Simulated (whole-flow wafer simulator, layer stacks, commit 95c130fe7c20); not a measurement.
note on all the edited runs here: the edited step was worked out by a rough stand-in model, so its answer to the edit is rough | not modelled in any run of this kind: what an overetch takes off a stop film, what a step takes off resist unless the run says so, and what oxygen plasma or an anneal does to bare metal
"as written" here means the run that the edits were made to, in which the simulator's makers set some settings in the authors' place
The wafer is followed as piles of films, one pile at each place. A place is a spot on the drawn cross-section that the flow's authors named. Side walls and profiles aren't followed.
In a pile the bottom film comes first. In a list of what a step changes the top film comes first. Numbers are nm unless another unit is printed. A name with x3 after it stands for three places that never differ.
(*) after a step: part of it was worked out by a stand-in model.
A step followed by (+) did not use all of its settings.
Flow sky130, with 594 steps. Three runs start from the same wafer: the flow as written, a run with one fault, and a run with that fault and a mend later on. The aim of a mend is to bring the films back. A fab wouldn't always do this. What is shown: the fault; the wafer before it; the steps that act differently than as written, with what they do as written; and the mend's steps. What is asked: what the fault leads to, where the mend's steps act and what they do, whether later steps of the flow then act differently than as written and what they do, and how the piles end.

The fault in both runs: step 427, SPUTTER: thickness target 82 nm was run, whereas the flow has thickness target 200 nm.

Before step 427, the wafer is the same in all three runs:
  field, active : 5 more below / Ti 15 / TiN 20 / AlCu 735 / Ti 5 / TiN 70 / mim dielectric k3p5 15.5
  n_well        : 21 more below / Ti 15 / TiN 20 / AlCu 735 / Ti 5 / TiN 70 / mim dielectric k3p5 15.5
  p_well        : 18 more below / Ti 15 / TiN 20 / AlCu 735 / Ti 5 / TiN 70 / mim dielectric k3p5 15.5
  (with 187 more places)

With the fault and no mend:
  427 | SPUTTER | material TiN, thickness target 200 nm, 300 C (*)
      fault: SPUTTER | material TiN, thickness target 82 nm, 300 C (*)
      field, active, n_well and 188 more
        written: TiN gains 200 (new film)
        fault: TiN gains 82 (new film)
  Steps later in the flow that act otherwise than as written (not shown: 2 more steps that differ only slightly, by at most 2% or 0.5 nm, whichever is larger):
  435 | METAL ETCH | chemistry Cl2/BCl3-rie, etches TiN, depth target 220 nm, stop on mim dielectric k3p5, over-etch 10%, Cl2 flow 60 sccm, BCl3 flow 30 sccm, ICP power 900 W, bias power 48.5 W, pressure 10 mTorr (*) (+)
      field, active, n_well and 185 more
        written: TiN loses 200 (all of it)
        fault: TiN loses 82 (all of it)
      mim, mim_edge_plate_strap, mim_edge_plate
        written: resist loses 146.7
        fault: resist loses 60.1
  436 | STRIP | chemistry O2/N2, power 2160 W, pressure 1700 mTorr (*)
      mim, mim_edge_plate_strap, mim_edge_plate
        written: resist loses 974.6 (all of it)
        fault: resist loses 1061.1 (all of it)
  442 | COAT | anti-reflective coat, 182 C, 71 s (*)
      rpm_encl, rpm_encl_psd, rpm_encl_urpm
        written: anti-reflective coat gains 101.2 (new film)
        fault: anti-reflective coat gains 96.4 (new film)
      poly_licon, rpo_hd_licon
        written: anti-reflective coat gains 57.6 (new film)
        fault: anti-reflective coat gains 82.8 (new film)
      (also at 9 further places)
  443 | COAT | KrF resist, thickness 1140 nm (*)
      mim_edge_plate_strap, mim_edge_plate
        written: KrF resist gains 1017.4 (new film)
        fault: KrF resist gains 1135.4 (new film)
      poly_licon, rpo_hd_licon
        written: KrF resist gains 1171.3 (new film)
        fault: KrF resist gains 1142.2 (new film)
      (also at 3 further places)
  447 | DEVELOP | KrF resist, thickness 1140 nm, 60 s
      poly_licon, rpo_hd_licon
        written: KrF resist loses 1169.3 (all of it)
        fault: KrF resist loses 1140.3 (all of it)
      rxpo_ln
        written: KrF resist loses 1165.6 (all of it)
        fault: KrF resist loses 1136.1 (all of it)
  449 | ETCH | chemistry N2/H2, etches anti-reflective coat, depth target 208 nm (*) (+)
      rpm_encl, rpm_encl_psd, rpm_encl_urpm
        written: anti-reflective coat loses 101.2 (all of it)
        fault: anti-reflective coat loses 96.4 (all of it)
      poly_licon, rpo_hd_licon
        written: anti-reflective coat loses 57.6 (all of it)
        fault: anti-reflective coat loses 82.8 (all of it)
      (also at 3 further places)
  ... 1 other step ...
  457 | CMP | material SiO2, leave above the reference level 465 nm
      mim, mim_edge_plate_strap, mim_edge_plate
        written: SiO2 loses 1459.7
        fault: SiO2 loses 1341.7
  The piles end different from the flow's at mim, mim_edge_plate_strap, mim_edge_plate by more than 2% or 0.5 nm, whichever is larger.
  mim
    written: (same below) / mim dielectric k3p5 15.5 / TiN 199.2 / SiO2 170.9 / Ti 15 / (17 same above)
    fault: (same below) / mim dielectric k3p5 15.5 / TiN 81.2 / SiO2 288.9 / Ti 15 / (17 same above)
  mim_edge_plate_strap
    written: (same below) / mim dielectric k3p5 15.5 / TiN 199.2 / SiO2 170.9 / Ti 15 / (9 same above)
    fault: (same below) / mim dielectric k3p5 15.5 / TiN 81.2 / SiO2 288.9 / Ti 15 / (9 same above)
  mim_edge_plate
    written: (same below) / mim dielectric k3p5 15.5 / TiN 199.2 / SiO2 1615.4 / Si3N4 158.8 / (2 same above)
    fault: (same below) / mim dielectric k3p5 15.5 / TiN 81.2 / SiO2 1733.4 / Si3N4 158.8 / (2 same above)

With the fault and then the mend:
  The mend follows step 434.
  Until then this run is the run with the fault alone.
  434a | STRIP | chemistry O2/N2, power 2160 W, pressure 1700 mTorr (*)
      mim, mim_edge_plate_strap, mim_edge_plate
        resist loses 1121.3 (all of it)
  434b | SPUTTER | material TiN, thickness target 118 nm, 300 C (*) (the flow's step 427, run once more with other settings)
      field, active, n_well and 188 more
        TiN gains 118
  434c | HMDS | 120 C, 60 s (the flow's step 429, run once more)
      does not change any film at any place that is followed
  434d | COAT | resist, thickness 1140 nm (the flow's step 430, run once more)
      field, active, n_well and 186 more
        resist gains 1140 (new film)
      m1, via2_hole
        resist gains 1140.6 (new film)
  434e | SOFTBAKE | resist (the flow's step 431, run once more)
      does not change any film at any place that is followed
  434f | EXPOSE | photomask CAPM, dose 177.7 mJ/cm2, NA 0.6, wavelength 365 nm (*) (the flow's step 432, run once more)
      does not change any film at any place that is followed
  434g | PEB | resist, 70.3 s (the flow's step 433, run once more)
      field, active, n_well and 188 more
        resist loses 18.7
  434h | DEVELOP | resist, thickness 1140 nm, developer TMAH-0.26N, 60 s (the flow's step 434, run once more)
      field, active, n_well and 183 more
        resist loses 1121.3 (all of it)
      m1, via2_hole
        resist loses 1121.9 (all of it)
  None of the later steps of the flow acts differently than as written at any place that is followed.
  The piles end the same as the flow's at every place that both follow.
